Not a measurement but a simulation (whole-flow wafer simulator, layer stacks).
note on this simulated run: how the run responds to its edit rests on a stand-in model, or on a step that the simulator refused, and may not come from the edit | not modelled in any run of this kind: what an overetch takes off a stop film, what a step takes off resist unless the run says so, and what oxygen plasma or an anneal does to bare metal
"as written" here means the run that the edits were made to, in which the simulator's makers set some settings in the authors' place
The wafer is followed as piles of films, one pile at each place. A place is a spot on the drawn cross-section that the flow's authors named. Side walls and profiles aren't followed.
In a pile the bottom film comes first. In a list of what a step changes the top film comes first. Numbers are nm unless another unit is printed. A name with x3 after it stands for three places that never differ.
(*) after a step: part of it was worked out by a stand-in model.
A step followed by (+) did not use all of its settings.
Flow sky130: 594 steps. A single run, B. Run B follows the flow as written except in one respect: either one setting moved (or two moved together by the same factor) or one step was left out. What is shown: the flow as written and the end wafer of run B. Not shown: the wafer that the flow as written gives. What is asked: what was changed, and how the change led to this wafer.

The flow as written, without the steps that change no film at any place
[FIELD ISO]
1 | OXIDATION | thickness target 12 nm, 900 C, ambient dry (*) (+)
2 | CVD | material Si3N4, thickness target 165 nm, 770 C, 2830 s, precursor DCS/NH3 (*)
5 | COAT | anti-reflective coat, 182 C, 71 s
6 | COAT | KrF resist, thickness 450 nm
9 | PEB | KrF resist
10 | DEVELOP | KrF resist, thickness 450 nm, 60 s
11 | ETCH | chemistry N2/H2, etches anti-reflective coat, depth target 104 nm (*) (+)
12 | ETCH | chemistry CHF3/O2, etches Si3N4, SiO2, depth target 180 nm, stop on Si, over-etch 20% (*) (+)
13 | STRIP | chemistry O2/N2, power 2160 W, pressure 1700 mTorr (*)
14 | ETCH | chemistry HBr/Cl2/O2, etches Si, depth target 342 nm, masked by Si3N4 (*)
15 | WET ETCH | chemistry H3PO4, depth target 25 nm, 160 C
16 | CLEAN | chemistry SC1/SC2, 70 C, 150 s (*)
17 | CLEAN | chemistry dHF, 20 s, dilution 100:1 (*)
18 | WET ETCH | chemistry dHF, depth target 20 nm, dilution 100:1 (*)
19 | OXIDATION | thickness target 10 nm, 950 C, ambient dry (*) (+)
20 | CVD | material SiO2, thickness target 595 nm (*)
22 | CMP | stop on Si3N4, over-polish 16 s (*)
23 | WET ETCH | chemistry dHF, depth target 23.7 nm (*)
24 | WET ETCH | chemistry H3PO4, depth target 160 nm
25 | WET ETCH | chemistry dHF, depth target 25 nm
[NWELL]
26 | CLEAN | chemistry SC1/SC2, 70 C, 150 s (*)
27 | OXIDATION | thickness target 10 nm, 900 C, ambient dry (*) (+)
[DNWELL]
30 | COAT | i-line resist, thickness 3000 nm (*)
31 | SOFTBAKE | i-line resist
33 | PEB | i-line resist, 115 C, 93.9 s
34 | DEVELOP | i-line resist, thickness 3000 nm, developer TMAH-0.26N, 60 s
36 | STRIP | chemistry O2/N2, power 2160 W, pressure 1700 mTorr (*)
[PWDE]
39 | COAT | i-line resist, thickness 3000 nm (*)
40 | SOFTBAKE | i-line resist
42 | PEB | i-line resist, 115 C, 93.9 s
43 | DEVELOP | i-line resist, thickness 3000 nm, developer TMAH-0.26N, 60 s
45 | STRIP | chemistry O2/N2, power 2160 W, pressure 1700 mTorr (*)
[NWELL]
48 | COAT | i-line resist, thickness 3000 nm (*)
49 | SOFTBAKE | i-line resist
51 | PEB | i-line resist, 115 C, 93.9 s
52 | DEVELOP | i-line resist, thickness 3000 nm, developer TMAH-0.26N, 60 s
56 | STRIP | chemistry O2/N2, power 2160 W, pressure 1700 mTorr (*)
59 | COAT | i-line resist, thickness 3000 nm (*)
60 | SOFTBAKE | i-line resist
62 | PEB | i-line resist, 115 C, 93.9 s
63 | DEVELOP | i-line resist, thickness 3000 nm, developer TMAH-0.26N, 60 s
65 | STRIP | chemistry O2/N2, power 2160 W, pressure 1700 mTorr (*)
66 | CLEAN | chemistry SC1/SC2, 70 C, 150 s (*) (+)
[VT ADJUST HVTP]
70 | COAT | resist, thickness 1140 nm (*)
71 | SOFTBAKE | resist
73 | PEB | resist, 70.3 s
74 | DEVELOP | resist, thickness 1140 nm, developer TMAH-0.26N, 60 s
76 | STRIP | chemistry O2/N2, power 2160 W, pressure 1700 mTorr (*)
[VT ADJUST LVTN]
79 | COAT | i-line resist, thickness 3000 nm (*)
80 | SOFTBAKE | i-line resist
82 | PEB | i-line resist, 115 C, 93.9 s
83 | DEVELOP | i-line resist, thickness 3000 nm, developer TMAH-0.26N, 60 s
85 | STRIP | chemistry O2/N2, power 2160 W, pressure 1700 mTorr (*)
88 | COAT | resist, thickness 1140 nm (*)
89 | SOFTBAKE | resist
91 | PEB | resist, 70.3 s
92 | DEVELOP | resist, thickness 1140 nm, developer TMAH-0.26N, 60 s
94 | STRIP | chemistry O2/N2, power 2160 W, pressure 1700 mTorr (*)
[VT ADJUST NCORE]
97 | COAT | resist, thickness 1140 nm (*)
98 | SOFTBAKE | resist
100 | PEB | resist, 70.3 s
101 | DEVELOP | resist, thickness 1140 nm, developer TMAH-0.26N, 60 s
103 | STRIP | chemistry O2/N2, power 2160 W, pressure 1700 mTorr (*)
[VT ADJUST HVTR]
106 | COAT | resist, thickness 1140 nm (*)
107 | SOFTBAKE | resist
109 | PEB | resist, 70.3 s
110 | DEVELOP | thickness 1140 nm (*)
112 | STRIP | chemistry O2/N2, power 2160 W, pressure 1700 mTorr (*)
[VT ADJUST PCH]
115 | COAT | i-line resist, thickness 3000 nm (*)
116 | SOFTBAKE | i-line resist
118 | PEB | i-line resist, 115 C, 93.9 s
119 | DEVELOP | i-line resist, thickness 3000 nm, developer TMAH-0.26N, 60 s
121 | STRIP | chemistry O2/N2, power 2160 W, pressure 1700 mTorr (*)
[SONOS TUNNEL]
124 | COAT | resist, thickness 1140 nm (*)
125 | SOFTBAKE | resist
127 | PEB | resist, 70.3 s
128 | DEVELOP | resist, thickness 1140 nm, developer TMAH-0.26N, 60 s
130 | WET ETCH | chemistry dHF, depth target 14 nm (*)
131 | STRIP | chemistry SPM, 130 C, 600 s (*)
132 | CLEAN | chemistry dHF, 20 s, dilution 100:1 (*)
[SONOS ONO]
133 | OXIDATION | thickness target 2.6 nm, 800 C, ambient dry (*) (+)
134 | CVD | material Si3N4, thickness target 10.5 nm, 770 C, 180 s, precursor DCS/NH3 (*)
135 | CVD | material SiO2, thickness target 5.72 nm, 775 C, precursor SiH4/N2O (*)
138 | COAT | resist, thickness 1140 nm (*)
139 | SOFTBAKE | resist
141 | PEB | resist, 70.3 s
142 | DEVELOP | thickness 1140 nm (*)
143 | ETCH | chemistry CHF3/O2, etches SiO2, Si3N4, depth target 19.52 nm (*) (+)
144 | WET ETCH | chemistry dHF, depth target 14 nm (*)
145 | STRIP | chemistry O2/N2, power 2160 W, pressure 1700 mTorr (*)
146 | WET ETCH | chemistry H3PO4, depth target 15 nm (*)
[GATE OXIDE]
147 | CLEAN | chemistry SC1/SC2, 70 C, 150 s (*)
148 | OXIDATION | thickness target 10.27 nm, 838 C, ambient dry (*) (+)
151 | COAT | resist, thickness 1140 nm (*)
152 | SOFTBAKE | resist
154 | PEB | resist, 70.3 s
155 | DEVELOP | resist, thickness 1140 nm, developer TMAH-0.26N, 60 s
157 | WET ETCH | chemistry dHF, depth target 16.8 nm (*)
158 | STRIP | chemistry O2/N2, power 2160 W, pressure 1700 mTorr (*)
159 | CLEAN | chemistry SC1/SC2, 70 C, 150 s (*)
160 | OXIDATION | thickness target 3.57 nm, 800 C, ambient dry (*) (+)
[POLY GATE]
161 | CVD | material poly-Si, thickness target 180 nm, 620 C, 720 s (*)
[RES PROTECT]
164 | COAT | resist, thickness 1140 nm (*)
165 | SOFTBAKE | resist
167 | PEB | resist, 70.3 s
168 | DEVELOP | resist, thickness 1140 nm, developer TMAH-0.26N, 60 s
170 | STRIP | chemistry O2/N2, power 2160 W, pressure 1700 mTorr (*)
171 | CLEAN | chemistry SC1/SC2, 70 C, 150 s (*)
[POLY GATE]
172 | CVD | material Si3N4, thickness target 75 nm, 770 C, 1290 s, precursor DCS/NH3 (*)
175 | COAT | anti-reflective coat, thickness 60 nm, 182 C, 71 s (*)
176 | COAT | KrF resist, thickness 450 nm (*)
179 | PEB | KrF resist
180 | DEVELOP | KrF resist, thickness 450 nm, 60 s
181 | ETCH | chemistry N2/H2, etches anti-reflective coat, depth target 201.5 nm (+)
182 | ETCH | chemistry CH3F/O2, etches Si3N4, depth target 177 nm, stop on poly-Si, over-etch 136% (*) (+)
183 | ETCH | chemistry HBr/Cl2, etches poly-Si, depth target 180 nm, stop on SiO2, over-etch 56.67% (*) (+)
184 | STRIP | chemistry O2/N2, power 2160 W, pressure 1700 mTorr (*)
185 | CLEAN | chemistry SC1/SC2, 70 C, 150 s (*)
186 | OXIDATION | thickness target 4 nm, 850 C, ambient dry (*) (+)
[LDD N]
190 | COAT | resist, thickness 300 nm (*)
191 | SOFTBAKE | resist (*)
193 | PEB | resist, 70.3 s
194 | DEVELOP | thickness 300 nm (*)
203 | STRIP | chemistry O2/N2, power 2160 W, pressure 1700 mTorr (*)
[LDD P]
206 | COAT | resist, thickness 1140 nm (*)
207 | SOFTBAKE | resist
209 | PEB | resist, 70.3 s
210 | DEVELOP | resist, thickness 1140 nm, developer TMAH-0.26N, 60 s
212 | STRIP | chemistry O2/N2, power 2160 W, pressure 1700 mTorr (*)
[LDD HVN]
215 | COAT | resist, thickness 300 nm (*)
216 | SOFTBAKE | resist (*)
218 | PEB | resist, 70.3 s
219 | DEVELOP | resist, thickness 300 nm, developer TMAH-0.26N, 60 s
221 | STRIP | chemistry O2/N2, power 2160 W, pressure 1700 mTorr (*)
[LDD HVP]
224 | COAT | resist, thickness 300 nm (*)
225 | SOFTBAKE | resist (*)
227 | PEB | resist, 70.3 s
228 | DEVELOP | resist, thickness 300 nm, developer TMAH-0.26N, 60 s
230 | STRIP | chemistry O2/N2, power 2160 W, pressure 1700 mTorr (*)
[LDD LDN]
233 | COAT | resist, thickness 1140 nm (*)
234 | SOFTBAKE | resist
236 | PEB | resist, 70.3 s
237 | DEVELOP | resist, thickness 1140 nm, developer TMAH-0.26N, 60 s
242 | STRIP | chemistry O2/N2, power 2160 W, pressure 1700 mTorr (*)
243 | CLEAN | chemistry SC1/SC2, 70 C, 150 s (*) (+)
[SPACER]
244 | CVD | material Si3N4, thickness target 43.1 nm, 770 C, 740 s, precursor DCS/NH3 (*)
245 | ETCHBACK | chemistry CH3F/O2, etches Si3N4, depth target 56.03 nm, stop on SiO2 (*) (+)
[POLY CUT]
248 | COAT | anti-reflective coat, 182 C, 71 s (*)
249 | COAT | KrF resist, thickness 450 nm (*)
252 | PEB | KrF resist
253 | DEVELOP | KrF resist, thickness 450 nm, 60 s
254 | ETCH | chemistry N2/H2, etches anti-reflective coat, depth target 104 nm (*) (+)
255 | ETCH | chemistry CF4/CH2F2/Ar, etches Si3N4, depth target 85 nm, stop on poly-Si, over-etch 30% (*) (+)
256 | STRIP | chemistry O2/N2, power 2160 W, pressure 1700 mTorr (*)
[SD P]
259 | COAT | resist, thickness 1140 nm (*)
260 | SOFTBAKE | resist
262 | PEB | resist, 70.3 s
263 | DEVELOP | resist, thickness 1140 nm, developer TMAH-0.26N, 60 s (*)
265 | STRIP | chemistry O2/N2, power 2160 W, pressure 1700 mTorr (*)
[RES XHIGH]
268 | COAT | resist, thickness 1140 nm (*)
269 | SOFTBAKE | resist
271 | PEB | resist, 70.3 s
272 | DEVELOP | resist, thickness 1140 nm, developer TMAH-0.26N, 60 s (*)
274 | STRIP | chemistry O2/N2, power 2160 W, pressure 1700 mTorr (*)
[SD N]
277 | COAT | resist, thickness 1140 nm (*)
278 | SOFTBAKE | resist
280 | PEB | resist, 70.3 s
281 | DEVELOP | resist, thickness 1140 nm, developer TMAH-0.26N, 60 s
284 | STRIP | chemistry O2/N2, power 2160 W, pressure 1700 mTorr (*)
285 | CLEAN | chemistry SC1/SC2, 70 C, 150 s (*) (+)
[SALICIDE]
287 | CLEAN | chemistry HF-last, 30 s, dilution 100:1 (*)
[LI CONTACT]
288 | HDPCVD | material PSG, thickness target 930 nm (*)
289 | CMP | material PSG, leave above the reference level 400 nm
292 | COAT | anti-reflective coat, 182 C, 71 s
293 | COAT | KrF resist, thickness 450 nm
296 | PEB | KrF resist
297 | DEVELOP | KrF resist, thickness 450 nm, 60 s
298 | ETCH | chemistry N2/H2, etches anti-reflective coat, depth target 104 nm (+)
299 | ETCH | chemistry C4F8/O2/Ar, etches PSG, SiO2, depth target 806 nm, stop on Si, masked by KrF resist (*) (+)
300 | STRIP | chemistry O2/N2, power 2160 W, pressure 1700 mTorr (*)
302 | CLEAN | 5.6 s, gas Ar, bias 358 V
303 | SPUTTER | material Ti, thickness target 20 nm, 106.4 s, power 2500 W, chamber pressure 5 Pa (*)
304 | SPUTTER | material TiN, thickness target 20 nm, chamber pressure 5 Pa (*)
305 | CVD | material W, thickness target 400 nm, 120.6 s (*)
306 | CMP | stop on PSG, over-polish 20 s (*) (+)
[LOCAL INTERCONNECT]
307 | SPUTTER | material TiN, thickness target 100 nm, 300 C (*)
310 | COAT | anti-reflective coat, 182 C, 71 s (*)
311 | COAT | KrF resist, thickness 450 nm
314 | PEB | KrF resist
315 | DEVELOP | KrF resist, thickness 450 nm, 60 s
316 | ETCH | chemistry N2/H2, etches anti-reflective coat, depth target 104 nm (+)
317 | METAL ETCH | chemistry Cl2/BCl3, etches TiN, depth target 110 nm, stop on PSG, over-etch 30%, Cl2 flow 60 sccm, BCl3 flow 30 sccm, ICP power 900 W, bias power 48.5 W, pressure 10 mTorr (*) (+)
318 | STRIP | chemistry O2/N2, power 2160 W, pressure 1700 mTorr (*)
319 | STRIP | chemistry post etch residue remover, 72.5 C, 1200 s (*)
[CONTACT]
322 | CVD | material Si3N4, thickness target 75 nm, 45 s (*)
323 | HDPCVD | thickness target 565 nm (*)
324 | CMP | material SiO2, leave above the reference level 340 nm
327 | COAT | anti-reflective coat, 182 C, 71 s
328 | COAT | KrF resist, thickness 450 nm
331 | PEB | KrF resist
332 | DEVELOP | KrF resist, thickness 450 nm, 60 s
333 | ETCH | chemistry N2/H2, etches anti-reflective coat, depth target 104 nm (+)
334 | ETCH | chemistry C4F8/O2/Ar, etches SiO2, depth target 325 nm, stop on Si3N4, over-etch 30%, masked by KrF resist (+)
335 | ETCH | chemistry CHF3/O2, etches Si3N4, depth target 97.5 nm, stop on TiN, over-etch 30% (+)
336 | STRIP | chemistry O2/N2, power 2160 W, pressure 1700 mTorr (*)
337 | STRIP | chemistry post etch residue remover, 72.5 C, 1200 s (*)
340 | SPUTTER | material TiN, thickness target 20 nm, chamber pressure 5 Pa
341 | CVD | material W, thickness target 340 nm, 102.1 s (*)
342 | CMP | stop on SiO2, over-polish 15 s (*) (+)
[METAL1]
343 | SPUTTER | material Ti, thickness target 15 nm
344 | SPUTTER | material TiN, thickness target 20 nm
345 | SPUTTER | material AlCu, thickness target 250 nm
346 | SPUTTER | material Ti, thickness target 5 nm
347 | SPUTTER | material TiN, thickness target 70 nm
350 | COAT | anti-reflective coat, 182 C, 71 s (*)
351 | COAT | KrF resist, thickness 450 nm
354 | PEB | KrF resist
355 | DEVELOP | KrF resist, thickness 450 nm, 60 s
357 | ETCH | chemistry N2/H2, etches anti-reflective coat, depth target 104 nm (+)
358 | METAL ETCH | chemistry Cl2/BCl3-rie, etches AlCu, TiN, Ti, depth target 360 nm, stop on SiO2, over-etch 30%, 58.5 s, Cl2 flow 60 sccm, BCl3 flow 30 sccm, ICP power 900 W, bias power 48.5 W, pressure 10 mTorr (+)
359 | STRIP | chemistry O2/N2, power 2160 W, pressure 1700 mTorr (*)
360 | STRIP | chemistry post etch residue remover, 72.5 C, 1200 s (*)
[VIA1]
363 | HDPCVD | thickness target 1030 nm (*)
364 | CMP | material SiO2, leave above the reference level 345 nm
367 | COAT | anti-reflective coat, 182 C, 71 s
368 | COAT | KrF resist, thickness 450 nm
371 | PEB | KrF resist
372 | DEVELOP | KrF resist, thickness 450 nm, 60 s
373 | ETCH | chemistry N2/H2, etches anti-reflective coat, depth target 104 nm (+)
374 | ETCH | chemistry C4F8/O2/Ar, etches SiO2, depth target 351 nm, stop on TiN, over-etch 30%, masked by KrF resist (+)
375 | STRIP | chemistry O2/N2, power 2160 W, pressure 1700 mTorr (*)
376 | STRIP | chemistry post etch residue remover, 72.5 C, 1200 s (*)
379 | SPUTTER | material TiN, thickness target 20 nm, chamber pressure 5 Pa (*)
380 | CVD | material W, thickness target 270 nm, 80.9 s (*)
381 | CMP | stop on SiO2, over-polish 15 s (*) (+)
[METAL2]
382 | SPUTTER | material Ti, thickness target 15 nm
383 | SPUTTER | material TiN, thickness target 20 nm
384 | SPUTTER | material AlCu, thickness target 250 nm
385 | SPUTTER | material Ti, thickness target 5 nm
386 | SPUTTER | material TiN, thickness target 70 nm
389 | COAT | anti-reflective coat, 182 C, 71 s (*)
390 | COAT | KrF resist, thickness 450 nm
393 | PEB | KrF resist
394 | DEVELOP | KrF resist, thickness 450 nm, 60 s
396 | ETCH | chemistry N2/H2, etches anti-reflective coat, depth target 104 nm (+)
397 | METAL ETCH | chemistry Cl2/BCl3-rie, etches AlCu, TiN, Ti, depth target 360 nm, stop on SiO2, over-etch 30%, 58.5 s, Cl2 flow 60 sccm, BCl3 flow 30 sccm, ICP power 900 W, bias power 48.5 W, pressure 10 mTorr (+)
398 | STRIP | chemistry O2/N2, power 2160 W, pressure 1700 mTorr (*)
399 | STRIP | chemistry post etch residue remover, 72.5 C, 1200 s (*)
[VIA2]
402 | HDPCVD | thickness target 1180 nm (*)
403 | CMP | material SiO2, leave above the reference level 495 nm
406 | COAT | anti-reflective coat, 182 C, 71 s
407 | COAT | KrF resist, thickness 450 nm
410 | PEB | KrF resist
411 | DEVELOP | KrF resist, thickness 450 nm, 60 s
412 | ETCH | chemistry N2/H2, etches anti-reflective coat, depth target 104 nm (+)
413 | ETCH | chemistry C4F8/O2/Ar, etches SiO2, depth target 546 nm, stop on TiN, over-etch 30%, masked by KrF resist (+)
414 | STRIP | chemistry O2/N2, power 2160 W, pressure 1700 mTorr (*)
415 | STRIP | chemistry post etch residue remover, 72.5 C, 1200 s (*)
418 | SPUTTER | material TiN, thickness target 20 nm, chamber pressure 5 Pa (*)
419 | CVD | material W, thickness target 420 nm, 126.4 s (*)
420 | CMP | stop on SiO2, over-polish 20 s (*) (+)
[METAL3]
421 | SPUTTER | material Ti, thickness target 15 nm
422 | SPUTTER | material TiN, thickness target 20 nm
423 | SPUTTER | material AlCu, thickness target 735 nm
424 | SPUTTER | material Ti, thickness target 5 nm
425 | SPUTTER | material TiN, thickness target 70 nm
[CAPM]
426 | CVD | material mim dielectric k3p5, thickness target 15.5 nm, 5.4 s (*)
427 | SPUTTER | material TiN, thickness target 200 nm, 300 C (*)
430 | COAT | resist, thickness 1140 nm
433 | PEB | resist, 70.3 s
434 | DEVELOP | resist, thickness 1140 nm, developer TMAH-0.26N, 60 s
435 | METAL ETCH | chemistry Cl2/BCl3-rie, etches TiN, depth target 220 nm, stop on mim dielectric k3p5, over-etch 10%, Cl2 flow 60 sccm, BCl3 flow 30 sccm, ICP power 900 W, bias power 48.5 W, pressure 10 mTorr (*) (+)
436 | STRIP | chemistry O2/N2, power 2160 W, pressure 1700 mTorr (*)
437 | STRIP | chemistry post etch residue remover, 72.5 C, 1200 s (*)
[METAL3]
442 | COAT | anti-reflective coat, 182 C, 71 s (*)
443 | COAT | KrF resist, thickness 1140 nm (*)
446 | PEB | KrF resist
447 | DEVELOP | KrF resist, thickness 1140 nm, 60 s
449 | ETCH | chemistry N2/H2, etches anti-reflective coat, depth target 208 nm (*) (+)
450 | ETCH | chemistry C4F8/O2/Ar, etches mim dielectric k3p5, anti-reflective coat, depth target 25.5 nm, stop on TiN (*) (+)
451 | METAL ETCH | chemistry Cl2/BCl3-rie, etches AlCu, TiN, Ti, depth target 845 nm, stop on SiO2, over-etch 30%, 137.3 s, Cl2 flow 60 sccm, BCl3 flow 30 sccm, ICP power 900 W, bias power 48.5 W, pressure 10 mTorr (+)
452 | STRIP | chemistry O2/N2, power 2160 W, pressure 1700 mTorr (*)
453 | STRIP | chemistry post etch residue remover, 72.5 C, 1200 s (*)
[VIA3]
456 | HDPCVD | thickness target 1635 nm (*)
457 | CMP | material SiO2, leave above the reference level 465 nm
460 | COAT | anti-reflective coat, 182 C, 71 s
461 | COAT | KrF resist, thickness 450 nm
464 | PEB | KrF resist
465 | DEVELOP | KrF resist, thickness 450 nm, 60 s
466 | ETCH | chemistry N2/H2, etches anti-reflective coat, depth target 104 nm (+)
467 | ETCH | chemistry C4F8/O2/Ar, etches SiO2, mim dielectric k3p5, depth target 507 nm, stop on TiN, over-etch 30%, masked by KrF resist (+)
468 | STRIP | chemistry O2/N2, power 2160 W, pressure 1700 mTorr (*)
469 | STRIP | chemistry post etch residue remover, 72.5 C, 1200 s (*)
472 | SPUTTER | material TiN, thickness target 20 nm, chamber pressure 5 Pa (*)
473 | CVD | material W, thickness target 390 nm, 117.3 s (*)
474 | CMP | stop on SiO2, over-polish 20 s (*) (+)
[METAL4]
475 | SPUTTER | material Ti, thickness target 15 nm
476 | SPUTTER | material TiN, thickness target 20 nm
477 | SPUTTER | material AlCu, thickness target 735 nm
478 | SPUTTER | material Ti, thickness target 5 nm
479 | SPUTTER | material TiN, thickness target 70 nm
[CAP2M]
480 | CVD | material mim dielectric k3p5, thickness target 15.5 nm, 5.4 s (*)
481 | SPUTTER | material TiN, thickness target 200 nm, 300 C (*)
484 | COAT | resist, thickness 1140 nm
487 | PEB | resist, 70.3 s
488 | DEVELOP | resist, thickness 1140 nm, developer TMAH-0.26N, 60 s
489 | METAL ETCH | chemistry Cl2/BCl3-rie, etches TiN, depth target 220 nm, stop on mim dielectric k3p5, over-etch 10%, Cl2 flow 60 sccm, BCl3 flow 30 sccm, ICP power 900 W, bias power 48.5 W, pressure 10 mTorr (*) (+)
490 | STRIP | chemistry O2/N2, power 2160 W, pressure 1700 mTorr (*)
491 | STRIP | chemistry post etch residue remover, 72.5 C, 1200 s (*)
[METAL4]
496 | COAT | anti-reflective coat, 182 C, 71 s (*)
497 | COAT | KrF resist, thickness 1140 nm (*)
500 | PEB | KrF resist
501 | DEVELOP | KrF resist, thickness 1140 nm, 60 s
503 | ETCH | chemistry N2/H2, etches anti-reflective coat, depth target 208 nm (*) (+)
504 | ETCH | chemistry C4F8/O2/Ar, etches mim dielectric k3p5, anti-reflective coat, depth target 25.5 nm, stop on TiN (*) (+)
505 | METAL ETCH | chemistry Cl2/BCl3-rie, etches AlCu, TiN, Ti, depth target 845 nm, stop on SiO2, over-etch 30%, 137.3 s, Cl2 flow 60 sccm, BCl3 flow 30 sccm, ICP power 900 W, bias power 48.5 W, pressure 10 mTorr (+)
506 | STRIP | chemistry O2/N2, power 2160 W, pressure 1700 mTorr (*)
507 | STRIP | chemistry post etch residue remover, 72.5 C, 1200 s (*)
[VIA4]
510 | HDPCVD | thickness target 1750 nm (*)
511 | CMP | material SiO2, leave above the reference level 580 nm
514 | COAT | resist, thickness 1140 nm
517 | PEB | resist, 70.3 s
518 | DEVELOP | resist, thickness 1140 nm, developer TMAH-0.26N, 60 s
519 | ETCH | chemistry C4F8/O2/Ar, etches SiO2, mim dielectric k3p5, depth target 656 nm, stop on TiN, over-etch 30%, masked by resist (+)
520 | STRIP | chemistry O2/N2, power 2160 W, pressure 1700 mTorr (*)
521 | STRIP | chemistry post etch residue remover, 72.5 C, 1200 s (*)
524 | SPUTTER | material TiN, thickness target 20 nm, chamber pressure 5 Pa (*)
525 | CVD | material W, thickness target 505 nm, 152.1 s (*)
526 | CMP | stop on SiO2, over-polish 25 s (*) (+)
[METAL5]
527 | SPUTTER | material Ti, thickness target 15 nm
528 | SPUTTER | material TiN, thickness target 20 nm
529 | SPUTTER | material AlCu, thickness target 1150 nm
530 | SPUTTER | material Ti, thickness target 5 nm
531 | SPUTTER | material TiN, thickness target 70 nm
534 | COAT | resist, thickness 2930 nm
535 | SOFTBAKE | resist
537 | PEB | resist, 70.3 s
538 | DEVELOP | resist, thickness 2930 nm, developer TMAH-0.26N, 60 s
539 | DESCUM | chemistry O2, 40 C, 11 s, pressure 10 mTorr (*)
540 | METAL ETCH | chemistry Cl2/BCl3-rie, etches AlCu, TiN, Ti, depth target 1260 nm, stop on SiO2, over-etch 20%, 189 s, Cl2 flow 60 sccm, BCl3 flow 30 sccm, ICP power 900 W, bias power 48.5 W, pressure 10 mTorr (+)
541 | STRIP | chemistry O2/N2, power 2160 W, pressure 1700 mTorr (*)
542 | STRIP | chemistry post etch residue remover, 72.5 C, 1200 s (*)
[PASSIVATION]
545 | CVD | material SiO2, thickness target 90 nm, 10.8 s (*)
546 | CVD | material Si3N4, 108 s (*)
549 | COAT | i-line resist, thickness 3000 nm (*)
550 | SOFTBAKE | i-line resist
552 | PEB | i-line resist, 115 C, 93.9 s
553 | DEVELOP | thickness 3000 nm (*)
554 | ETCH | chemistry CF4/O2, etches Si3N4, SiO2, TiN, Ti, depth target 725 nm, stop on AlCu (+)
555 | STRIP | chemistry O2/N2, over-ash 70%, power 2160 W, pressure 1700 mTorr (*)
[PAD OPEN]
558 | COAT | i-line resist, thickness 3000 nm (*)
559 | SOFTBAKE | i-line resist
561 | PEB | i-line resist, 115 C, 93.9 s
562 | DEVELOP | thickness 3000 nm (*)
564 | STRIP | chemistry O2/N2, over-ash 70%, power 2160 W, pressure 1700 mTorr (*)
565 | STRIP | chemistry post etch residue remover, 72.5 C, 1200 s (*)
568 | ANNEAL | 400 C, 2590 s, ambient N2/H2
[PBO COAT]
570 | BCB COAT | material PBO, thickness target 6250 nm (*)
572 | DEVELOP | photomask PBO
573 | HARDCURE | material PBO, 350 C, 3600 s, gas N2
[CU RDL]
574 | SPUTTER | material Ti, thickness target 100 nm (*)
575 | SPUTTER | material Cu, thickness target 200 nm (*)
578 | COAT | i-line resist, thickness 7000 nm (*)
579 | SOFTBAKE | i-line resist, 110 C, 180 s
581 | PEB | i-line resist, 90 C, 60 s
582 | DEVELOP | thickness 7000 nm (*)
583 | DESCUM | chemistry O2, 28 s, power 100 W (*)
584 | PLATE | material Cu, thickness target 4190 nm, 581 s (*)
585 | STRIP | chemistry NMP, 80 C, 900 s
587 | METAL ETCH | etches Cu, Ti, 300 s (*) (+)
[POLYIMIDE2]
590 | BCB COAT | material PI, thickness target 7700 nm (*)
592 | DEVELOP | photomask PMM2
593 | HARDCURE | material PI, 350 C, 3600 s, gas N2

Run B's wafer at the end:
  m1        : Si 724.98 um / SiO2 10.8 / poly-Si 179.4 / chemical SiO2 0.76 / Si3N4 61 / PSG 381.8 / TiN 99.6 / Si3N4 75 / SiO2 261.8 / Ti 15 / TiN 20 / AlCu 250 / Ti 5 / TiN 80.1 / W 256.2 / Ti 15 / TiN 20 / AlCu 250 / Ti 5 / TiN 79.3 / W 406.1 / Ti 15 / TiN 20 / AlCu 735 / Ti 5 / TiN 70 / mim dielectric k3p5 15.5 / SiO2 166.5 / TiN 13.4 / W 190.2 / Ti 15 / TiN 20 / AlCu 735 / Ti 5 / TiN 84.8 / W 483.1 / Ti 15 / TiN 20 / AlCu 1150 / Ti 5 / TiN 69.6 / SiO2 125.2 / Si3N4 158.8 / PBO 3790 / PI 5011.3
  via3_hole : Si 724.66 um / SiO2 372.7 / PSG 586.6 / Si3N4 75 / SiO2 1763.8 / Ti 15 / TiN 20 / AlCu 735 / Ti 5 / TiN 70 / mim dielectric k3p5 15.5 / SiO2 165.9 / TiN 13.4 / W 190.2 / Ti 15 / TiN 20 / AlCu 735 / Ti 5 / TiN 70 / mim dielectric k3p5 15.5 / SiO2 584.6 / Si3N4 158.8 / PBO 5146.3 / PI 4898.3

The reason: step 467, ETCH: depth target 208 nm was run, while the flow as written has depth target 507 nm.

How this came from the change, step by step:
  467 | ETCH | chemistry C4F8/O2/Ar, etches SiO2, mim dielectric k3p5, depth target 507 nm, stop on TiN, over-etch 30%, masked by KrF resist (+)
      m1: SiO2 loses 208 (in the flow as written it would be: SiO2 loses 374.5 (all of it), mim dielectric k3p5 loses 15.5 (all of it))
      via3_hole: SiO2 loses 208 (in the flow as written it would be: SiO2 loses 373.9 (all of it), mim dielectric k3p5 loses 15.5 (all of it))
      (and at 190 other places as well)
  468 | STRIP | chemistry O2/N2, power 2160 W, pressure 1700 mTorr (*)
      field, active, n_well and 187 more: KrF resist loses 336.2 (all of it), anti-reflective coat loses 80 (all of it) (in the flow as written it would be: KrF resist loses 276.4 (all of it), anti-reflective coat loses 80 (all of it))
  472 | SPUTTER | material TiN, thickness target 20 nm, chamber pressure 5 Pa (*)
      m1, via3_hole: TiN gains 13.4 (new film) (in the flow as written it would be: TiN gains 10.6)
  473 | CVD | material W, thickness target 390 nm, 117.3 s (*)
      m1: W gains 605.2 (new film) (in the flow as written it would be: W gains 790.5 (new film))
      via3_hole: W gains 605.2 (new film) (in the flow as written it would be: W gains 789.9 (new film))
Taking metal films that touch as one body, m1 has 3 bodies (between them, from the top down: SiO2 166.5 / mim dielectric k3p5 15.5; SiO2 261.8 / Si3N4 75); the flow as written gives 2 bodies (between them, from the top down: SiO2 261.8 / Si3N4 75).
Taking metal films that touch as one body, via3_hole has 2 bodies (between them, from the top down: SiO2 165.9 / mim dielectric k3p5 15.5); the flow as written gives 1 body.
